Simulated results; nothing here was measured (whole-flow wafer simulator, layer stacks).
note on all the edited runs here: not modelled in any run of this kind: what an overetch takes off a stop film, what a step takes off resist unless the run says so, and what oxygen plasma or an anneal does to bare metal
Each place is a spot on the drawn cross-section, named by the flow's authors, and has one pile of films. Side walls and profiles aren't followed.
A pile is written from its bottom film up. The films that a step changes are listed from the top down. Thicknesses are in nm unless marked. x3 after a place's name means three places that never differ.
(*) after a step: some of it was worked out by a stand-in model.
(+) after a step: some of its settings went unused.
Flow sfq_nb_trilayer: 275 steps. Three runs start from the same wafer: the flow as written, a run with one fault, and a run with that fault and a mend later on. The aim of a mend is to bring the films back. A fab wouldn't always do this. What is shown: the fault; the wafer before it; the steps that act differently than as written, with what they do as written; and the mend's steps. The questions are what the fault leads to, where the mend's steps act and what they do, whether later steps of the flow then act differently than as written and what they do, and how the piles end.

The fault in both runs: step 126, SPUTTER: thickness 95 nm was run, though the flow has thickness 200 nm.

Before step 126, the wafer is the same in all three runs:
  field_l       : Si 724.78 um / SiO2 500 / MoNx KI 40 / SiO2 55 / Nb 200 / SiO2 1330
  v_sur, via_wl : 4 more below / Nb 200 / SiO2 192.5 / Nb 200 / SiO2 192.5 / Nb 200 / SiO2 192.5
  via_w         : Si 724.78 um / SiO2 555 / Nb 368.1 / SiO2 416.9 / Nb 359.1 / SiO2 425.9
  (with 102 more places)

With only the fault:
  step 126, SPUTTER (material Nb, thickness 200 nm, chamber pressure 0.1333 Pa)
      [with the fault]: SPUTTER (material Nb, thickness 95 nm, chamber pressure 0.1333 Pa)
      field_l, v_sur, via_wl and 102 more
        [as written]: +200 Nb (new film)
        [with the fault]: +95 Nb (new film)
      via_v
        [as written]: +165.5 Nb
        [with the fault]: +78.3 Nb
  Steps later in the flow that act otherwise than as written (4 more steps, not shown, differ only slightly: by at most 2% or 0.5 nm, whichever is larger):
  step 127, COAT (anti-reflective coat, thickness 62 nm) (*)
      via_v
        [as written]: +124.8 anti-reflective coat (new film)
        [with the fault]: +119.7 anti-reflective coat (new film)
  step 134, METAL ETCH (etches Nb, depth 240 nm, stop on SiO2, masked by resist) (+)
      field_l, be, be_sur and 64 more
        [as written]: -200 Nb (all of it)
        [with the fault]: -95 Nb (all of it)
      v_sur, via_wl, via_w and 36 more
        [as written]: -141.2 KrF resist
        [with the fault]: -83.8 KrF resist
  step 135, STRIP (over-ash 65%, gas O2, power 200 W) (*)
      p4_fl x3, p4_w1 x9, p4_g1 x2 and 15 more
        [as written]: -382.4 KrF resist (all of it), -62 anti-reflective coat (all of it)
        [with the fault]: -439.7 KrF resist (all of it), -62 anti-reflective coat (all of it)
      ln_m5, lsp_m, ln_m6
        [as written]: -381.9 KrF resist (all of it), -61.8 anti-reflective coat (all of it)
        [with the fault]: -439.3 KrF resist (all of it), -61.8 anti-reflective coat (all of it)
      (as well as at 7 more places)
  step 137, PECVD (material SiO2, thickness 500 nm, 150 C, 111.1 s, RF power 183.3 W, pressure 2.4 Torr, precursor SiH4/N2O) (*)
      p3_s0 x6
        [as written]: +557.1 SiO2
        [with the fault]: +500 SiO2
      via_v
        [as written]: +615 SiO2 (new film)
        [with the fault]: +585.7 SiO2 (new film)
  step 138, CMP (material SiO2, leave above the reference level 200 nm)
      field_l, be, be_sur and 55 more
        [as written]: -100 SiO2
        [with the fault]: -205 SiO2
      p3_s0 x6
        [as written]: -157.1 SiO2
        [with the fault]: -205 SiO2
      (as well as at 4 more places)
  By the end, the piles at field_l, v_sur, via_wl and 103 more depart from the flow's by more than 2% or 0.5 nm, whichever is larger.
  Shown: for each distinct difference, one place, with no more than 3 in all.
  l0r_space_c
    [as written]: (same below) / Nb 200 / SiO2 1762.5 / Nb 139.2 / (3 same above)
    [with the fault]: (same below) / Nb 200 / SiO2 1657.5 / Nb 139.2 / (3 same above)
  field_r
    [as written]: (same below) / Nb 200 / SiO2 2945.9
    [with the fault]: (same below) / Nb 200 / SiO2 2840.9
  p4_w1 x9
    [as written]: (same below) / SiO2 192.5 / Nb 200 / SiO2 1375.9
    [with the fault]: (same below) / SiO2 192.5 / Nb 95 / SiO2 1375.9

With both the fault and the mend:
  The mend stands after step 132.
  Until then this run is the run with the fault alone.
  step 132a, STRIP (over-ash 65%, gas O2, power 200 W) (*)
      p3_s0 x6, p3_fr x3, wl_d_sl and 38 more
        -62 anti-reflective coat (all of it)
      p4_fl x3, p4_w1 x9, p4_g1 x2 and 15 more
        -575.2 KrF resist (all of it), -62 anti-reflective coat (all of it)
      moat, field_r, lsp_l, lsp_r, l0_sur, l0v
        -61.8 anti-reflective coat (all of it)
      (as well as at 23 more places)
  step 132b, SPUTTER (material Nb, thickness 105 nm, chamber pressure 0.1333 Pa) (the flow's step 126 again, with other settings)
      field_l, v_sur, via_wl and 102 more
        +105 Nb
      via_v
        +86 Nb
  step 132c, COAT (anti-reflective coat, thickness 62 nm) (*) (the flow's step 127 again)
      p4_fl x3, p4_w1 x9, p4_g1 x2 and 63 more
        +62 anti-reflective coat (new film)
      moat, field_r, lsp_l and 6 more
        +61.8 anti-reflective coat (new film)
      be_r, r_sur, res, r_end
        +61.7 anti-reflective coat (new film)
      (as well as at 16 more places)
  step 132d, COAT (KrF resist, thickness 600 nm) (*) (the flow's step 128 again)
      p4_fl x3, p4_w1 x9, p4_g1 x2 and 63 more
        +600 KrF resist (new film)
      field_r, lsp_l, ln_m5, lsp_m, l0v
        +599.5 KrF resist (new film)
      ln_m6, lsp_r, l0_sur
        +599.6 KrF resist (new film)
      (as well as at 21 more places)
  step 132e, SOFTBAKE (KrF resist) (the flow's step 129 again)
      leaves every film unchanged at each place that is followed
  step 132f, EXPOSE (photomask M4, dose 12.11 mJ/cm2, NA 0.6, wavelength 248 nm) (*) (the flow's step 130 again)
      leaves every film unchanged at each place that is followed
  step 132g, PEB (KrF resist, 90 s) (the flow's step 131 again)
      field_l, v_sur, via_wl and 97 more
        -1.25 KrF resist
      via_w, via_wr, via_sp, wire, be
        -1.24 KrF resist
      via_v
        -1.61 KrF resist
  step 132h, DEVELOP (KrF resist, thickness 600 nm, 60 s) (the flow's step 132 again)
      p3_s0 x6, p3_fr x3, wl_d_sl and 38 more
        -598.7 KrF resist (all of it)
      v_sur, via_wl, via_w and 36 more
        -23.5 KrF resist
      moat, field_r, lsp_l
        -598.2 KrF resist (all of it)
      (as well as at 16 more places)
  Later steps of the flow that are run all act as written at every place that is followed, up to a difference of at most 2% or 0.5 nm, whichever is larger.
  At the end the piles are close to the flow's at the places that both follow, differing by at most 2% or 0.5 nm, whichever is larger.
